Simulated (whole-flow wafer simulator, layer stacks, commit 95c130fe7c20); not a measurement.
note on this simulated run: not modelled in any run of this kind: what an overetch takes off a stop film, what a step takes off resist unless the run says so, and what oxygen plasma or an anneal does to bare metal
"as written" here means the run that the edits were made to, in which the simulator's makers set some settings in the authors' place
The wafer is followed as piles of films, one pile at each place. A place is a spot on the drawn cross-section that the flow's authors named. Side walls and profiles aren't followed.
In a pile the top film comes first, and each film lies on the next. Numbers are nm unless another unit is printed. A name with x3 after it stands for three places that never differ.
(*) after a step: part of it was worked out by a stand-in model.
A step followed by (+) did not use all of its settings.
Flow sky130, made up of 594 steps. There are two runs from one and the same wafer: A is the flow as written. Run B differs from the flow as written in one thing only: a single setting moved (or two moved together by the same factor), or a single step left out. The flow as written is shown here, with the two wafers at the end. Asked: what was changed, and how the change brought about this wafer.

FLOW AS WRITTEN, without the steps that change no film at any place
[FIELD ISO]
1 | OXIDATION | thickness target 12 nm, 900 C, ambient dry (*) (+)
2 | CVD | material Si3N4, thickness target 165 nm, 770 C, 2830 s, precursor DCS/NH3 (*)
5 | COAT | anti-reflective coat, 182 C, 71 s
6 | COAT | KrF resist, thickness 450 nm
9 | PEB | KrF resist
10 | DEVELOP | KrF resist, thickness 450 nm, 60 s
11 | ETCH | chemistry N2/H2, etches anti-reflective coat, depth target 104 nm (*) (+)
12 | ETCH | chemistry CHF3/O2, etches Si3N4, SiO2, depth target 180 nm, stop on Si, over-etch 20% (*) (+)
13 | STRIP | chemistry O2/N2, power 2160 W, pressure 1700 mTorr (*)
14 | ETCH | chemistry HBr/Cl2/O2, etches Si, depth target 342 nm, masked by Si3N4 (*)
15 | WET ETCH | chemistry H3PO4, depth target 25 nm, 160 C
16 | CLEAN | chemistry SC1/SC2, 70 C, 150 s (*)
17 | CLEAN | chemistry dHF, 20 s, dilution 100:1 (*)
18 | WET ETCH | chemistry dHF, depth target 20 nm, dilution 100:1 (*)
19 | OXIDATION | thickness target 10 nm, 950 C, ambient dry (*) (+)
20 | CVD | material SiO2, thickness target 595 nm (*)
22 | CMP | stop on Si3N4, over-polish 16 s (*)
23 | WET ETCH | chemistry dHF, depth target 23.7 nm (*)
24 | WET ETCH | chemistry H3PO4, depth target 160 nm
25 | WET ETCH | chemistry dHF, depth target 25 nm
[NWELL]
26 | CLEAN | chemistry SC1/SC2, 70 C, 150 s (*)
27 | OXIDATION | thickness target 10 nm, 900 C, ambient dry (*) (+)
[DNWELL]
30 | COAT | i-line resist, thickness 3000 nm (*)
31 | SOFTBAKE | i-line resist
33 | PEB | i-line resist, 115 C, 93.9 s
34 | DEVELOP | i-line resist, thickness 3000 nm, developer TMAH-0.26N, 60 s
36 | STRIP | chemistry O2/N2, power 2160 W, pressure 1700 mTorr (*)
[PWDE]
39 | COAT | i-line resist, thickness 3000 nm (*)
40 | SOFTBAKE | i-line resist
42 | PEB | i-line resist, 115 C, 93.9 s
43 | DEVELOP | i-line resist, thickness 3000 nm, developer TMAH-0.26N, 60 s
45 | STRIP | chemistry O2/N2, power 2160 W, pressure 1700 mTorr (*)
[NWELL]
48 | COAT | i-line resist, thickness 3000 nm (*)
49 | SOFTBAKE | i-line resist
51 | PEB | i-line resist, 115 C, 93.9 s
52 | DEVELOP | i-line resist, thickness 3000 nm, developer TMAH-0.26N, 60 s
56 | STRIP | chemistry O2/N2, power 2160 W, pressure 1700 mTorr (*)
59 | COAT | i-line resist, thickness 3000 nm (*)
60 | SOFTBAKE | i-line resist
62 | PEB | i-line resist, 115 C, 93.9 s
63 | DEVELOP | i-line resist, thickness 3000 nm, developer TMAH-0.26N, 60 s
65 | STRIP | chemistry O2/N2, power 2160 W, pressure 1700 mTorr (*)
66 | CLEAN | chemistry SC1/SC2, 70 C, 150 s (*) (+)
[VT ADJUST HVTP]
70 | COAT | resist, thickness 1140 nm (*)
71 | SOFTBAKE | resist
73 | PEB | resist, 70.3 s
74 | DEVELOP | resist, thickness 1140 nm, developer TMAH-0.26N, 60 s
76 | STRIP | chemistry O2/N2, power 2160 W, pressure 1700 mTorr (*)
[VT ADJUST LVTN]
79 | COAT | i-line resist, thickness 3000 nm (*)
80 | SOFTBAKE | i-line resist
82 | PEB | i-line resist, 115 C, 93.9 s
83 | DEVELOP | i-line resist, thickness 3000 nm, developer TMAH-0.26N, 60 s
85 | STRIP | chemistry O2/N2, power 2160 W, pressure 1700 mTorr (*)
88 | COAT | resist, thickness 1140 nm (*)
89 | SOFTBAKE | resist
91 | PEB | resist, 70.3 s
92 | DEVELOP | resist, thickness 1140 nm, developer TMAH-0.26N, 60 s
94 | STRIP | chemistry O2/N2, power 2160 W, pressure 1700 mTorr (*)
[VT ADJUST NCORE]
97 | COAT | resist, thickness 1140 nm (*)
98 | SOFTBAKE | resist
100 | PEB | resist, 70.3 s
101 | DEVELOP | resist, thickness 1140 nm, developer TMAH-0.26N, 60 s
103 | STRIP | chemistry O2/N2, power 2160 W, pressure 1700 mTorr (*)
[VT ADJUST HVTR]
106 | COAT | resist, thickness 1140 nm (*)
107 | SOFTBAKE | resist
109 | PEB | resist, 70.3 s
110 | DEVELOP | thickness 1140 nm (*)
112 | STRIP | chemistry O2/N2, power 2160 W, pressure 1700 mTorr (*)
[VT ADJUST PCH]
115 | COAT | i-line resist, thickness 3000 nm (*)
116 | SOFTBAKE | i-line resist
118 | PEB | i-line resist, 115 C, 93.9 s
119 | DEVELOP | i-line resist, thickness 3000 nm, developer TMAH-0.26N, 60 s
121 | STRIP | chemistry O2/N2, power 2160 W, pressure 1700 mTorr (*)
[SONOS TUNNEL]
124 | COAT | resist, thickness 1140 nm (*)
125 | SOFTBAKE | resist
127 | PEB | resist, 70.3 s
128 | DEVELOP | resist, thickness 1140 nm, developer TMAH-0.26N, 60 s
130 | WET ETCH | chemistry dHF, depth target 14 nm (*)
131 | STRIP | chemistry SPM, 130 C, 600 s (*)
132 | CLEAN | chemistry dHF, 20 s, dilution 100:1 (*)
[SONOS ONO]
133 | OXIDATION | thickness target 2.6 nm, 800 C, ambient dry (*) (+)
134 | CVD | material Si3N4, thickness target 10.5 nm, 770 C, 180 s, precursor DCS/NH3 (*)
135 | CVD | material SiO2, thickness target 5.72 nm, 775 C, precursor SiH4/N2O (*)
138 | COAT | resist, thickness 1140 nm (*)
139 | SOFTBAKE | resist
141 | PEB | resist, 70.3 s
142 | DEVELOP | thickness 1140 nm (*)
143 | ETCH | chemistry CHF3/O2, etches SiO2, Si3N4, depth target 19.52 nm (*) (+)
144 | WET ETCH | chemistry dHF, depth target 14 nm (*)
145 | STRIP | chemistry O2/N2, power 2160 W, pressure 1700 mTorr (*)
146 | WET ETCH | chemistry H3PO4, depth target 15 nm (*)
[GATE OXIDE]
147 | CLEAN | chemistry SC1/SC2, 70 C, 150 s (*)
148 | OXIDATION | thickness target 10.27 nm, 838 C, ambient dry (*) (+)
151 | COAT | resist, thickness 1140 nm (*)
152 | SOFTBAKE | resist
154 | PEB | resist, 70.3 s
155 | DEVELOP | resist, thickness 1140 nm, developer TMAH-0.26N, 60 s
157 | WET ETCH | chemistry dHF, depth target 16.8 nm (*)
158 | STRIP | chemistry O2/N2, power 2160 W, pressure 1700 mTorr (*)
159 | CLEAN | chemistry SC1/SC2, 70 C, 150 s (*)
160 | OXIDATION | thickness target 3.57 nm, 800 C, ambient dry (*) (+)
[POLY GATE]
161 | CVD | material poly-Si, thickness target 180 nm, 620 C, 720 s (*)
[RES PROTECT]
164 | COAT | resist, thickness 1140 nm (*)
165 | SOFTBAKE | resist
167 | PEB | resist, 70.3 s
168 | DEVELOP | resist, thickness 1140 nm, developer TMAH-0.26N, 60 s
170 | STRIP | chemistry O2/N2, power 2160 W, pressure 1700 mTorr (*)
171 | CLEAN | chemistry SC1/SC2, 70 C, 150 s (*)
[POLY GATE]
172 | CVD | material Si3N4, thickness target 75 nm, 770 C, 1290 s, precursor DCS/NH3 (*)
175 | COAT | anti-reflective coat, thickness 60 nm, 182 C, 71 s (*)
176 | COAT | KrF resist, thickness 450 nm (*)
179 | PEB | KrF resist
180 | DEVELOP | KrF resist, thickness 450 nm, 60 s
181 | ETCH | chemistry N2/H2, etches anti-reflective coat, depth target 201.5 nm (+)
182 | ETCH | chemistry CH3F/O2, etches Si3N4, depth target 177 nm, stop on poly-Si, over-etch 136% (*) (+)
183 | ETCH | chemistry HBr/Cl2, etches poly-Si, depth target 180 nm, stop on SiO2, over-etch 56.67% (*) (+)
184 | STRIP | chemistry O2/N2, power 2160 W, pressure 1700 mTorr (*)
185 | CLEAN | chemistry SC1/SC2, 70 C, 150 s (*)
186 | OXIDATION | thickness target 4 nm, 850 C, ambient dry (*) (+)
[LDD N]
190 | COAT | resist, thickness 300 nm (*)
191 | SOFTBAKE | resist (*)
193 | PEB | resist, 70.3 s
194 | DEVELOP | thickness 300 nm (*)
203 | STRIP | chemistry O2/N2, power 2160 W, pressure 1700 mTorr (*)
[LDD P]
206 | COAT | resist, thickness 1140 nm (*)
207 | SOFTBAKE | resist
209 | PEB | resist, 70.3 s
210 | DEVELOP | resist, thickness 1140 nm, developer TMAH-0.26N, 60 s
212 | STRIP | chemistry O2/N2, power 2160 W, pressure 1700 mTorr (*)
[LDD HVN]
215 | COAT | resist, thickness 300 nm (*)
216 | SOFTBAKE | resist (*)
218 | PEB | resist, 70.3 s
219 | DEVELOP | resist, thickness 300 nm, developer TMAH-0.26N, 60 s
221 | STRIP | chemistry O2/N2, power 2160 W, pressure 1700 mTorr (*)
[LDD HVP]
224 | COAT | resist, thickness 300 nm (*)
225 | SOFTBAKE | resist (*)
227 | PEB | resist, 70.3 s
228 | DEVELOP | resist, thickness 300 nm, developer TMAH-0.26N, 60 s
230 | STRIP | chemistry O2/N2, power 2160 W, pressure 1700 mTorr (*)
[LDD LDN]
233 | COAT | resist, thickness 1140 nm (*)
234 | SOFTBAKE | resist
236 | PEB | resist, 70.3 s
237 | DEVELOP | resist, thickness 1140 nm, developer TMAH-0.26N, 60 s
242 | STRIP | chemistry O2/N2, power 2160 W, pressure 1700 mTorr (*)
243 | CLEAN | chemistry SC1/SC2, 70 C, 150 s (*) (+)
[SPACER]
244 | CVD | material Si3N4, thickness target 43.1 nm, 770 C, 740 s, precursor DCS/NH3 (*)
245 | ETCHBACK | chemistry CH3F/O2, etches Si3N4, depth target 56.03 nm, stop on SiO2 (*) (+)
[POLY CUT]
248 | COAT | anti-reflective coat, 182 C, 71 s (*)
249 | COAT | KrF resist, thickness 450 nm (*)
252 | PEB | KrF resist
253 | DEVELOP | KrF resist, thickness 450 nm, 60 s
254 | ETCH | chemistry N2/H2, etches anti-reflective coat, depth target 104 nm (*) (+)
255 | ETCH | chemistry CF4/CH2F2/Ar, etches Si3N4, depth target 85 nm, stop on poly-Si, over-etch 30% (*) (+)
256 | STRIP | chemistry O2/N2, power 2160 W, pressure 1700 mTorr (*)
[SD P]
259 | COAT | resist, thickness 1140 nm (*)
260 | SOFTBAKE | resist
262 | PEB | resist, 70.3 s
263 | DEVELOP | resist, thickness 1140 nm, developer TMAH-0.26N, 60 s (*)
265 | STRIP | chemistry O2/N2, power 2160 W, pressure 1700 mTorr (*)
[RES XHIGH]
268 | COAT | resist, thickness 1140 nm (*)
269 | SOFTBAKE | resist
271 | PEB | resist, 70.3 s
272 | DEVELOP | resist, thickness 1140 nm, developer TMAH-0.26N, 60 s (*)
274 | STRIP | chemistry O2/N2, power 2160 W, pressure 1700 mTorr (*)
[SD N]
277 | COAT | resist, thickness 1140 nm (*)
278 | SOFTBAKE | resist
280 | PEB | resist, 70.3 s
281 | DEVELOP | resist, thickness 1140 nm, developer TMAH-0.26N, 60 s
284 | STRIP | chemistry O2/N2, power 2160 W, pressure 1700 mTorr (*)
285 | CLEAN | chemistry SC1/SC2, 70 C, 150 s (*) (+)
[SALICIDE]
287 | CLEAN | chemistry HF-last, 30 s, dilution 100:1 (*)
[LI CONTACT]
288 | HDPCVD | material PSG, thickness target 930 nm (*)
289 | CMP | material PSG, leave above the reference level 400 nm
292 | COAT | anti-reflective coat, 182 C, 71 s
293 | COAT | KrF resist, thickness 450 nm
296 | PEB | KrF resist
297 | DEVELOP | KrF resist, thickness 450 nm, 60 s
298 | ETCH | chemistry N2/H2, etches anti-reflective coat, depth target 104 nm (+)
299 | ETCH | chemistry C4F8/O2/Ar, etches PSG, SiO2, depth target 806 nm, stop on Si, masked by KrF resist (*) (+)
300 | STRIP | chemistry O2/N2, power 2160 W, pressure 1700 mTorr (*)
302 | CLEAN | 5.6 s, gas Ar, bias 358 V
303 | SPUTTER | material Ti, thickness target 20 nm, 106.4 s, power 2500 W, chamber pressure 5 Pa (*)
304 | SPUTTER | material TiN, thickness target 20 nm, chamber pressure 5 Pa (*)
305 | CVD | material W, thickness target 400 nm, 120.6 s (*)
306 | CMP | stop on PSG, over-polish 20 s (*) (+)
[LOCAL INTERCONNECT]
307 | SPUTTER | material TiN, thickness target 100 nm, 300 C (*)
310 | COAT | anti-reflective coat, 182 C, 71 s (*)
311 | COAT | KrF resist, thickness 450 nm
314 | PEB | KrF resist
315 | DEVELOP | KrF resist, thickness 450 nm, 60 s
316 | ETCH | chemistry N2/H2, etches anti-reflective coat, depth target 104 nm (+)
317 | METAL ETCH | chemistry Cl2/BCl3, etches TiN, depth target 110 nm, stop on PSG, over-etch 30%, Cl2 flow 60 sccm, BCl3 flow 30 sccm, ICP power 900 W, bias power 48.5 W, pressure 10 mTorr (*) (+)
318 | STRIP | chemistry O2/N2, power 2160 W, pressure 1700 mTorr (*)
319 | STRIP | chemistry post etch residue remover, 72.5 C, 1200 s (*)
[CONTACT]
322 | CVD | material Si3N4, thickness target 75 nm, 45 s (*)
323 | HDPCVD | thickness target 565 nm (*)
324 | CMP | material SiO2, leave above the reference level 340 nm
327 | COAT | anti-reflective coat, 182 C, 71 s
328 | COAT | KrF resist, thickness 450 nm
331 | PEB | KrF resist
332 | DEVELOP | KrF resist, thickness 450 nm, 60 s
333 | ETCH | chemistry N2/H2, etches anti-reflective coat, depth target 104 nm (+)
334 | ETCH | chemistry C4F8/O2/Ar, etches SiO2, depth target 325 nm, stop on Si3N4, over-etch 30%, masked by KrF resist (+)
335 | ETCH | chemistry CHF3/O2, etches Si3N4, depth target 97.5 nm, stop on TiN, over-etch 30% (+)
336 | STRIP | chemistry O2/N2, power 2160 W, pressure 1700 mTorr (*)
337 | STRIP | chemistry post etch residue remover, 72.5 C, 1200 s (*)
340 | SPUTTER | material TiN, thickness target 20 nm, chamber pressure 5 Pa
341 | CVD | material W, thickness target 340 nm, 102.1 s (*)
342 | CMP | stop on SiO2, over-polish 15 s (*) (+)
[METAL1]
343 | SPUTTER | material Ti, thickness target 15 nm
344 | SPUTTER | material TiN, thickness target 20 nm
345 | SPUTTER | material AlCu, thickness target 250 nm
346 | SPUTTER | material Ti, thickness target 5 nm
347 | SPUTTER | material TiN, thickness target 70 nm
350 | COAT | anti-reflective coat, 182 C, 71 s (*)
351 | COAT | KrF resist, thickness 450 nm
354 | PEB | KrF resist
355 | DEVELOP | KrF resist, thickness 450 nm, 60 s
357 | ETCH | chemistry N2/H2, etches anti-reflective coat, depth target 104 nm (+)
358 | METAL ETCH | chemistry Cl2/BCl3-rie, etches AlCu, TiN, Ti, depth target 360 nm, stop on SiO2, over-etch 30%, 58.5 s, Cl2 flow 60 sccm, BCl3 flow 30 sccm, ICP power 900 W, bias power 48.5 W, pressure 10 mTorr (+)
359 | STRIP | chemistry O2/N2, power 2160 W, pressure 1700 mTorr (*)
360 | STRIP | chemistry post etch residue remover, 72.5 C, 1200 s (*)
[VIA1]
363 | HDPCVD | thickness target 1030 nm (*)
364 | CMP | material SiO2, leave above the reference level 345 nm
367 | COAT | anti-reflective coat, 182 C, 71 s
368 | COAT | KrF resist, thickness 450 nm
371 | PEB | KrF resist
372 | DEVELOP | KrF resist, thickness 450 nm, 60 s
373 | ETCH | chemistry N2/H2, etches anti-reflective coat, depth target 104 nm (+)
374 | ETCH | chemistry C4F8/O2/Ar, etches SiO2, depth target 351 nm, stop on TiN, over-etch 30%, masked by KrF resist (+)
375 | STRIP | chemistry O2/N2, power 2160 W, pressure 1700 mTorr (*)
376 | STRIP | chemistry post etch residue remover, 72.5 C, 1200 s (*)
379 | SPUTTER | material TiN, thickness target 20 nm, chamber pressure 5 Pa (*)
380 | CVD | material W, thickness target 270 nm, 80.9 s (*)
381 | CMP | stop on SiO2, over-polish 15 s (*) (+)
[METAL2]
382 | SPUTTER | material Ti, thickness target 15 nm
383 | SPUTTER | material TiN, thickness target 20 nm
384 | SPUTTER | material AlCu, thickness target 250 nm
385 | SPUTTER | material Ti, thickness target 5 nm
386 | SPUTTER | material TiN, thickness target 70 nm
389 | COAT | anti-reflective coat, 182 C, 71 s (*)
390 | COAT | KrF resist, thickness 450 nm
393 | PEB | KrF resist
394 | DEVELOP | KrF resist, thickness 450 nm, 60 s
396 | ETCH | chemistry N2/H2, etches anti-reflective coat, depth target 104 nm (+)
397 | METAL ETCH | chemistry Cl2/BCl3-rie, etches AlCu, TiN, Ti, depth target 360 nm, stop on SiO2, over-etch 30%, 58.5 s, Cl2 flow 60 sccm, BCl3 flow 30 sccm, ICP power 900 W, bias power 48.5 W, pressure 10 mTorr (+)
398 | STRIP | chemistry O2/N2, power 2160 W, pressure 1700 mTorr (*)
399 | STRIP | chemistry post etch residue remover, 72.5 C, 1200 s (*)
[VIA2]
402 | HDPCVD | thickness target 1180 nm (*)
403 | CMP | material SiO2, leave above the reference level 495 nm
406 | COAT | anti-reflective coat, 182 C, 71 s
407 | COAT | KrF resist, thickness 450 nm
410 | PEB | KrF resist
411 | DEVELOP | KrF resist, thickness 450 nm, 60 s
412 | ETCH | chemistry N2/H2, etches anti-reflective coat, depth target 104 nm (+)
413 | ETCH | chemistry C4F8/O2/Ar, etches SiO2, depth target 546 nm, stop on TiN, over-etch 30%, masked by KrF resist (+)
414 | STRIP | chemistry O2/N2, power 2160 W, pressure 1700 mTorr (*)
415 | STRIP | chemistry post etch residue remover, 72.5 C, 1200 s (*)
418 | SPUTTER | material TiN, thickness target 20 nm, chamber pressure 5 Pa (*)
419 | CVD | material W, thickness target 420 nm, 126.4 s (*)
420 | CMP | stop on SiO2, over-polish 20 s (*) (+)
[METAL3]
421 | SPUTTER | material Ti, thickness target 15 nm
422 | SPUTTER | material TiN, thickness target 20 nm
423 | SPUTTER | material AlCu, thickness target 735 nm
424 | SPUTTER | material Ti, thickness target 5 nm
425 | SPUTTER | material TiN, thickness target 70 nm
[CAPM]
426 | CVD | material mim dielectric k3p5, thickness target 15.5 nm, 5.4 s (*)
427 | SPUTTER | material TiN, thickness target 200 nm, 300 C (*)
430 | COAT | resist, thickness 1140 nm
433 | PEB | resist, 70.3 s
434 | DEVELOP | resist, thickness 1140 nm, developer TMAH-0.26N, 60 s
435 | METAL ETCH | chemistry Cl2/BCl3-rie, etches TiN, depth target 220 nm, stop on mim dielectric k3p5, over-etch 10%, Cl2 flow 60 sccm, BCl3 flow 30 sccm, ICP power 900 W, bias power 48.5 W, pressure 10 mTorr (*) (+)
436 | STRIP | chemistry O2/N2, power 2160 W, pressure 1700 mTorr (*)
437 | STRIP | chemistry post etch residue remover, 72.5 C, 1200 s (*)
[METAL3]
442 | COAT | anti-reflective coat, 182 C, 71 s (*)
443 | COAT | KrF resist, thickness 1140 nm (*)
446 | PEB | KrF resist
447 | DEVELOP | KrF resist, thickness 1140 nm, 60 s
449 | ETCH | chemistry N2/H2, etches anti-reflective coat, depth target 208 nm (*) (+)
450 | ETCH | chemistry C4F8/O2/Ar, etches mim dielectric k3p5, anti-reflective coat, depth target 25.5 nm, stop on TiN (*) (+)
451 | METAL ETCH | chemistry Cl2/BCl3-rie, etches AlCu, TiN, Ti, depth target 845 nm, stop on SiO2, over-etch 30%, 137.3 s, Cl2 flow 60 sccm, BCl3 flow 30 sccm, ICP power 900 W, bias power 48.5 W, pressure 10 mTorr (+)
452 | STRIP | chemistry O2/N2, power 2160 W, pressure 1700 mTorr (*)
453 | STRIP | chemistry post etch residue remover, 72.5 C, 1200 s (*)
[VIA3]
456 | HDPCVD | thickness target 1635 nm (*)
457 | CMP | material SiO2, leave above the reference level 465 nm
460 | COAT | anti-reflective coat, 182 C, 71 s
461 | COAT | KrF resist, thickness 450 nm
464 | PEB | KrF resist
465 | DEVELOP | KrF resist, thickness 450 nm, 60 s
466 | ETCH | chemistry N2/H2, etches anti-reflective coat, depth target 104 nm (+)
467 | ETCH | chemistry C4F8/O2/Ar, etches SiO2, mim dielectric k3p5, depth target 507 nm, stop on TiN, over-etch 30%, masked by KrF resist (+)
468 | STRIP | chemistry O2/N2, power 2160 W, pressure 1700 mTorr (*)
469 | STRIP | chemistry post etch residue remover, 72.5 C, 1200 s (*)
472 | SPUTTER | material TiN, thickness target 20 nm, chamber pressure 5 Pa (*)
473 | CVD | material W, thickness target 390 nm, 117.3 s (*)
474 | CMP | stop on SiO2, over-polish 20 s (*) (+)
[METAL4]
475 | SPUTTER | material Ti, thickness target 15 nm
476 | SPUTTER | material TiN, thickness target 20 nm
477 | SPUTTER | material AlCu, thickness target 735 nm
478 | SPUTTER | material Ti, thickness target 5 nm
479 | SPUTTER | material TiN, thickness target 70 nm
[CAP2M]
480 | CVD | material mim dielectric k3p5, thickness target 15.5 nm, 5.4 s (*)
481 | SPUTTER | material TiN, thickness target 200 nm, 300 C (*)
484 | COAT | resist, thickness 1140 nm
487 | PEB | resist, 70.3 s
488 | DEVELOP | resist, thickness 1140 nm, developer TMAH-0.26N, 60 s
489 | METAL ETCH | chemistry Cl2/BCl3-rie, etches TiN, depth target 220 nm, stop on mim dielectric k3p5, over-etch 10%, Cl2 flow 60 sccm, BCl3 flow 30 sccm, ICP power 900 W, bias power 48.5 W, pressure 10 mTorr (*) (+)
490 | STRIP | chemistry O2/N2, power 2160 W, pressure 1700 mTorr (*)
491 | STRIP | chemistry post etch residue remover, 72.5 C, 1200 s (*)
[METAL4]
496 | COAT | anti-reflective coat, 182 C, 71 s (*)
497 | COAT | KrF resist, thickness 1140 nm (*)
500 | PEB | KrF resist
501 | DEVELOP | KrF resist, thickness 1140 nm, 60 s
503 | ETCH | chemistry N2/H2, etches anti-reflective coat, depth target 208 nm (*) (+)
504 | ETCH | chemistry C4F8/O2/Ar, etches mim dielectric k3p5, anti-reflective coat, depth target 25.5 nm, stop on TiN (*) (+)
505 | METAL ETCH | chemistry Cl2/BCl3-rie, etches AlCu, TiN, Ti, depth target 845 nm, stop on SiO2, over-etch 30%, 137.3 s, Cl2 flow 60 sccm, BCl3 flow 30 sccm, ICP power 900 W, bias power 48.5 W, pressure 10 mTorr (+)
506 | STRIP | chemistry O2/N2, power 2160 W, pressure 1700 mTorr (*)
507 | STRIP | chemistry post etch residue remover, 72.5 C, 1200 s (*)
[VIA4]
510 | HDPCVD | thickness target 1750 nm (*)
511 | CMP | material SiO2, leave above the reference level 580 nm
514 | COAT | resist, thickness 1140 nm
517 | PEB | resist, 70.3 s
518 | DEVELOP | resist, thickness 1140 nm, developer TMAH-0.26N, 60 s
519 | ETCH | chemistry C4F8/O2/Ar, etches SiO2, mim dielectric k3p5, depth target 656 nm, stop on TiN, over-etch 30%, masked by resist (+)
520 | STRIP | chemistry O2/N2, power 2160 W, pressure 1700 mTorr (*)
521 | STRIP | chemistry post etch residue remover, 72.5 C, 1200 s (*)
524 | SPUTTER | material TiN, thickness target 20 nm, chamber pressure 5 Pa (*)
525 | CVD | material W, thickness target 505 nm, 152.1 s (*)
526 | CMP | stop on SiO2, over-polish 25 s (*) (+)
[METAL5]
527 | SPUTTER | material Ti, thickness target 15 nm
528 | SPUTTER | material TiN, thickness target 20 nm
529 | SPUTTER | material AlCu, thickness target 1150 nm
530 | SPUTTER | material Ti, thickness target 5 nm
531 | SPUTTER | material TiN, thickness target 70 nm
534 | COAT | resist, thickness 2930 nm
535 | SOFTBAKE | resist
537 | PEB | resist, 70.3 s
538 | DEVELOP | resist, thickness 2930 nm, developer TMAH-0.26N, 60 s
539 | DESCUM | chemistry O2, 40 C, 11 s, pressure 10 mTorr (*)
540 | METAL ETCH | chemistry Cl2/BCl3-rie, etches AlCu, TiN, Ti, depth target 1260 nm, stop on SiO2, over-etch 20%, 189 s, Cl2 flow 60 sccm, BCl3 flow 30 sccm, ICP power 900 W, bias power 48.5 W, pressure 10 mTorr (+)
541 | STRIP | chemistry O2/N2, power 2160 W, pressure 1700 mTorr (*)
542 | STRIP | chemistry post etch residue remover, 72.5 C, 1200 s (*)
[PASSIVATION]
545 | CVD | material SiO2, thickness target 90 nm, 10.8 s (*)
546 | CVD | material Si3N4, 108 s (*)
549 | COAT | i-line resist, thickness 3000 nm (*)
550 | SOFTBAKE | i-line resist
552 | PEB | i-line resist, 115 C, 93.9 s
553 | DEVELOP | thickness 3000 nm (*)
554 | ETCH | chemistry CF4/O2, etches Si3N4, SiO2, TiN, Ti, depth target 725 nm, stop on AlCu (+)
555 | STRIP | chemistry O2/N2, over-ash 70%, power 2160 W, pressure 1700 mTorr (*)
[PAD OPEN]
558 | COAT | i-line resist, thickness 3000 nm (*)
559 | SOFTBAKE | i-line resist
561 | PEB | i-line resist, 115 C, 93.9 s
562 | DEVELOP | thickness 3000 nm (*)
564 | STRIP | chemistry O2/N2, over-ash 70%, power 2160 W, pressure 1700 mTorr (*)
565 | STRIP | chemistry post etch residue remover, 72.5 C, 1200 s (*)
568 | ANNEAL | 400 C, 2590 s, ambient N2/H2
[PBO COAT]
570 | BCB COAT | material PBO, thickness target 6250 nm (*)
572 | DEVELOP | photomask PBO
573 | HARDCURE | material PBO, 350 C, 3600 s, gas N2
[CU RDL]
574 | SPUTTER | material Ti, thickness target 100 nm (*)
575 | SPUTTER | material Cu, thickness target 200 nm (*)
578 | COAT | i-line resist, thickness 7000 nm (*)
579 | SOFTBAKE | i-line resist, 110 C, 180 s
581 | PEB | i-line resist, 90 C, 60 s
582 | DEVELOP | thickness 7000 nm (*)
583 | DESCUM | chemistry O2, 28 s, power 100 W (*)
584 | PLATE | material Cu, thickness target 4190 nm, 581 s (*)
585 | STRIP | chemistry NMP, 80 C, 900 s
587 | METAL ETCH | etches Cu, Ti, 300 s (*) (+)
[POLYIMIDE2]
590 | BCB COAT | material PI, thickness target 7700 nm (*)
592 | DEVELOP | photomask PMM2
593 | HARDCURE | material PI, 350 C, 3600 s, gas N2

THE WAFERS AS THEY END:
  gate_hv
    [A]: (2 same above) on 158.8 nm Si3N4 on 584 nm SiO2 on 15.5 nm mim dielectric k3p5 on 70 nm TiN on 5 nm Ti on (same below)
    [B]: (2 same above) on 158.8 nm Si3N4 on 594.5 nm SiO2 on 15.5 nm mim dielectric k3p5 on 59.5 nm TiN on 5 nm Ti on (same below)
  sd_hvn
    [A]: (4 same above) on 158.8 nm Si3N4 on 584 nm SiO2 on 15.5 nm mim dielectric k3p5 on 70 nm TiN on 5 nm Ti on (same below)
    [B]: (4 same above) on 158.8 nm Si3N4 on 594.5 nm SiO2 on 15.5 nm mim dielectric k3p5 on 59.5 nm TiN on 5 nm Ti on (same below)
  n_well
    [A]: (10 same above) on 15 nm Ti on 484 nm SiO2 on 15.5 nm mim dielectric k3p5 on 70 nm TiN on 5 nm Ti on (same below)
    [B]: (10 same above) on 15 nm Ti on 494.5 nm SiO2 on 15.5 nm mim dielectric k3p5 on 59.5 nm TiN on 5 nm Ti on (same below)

What caused this: step 479, SPUTTER: thickness target 59.5 nm was run, though the flow has thickness target 70 nm.
One can read it off the wafer: gate_hv has TiN 59.5, and step 479 as written asks for 70 nm.

Step by step, how the change led to this:
  479 | SPUTTER | material TiN, thickness target 70 nm
      field, active, n_well and 189 more: A +70 TiN (new film) | B +59.5 TiN (new film)
  505 | METAL ETCH | chemistry Cl2/BCl3-rie, etches AlCu, TiN, Ti, depth target 845 nm, stop on SiO2, over-etch 30%, 137.3 s, Cl2 flow 60 sccm, BCl3 flow 30 sccm, ICP power 900 W, bias power 48.5 W, pressure 10 mTorr (+)
      field, gate, spacer and 68 more: A -70 TiN (all of it), -5 Ti (all of it), -735 AlCu (all of it), -20 TiN (all of it), -15 Ti (all of it), -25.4 SiO2 | B -59.5 TiN (all of it), -5 Ti (all of it), -735 AlCu (all of it), -20 TiN (all of it), -15 Ti (all of it), -26.4 SiO2
      active, vpp_iso1, mim_edge_plate and 14 more: A -70 TiN (all of it), -5 Ti (all of it), -735 AlCu (all of it), -20 TiN (all of it), -15 Ti (all of it), -25.3 SiO2 | B -59.5 TiN (all of it), -5 Ti (all of it), -735 AlCu (all of it), -20 TiN (all of it), -15 Ti (all of it), -26.4 SiO2
  519 | ETCH | chemistry C4F8/O2/Ar, etches SiO2, mim dielectric k3p5, depth target 656 nm, stop on TiN, over-etch 30%, masked by resist (+)
      m1: A -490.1 SiO2 (all of it), -15.5 mim dielectric k3p5 (all of it) | B -500.6 SiO2 (all of it), -15.5 mim dielectric k3p5 (all of it)
      via4_hole: A -489.5 SiO2 (all of it), -15.5 mim dielectric k3p5 (all of it) | B -500 SiO2 (all of it), -15.5 mim dielectric k3p5 (all of it)
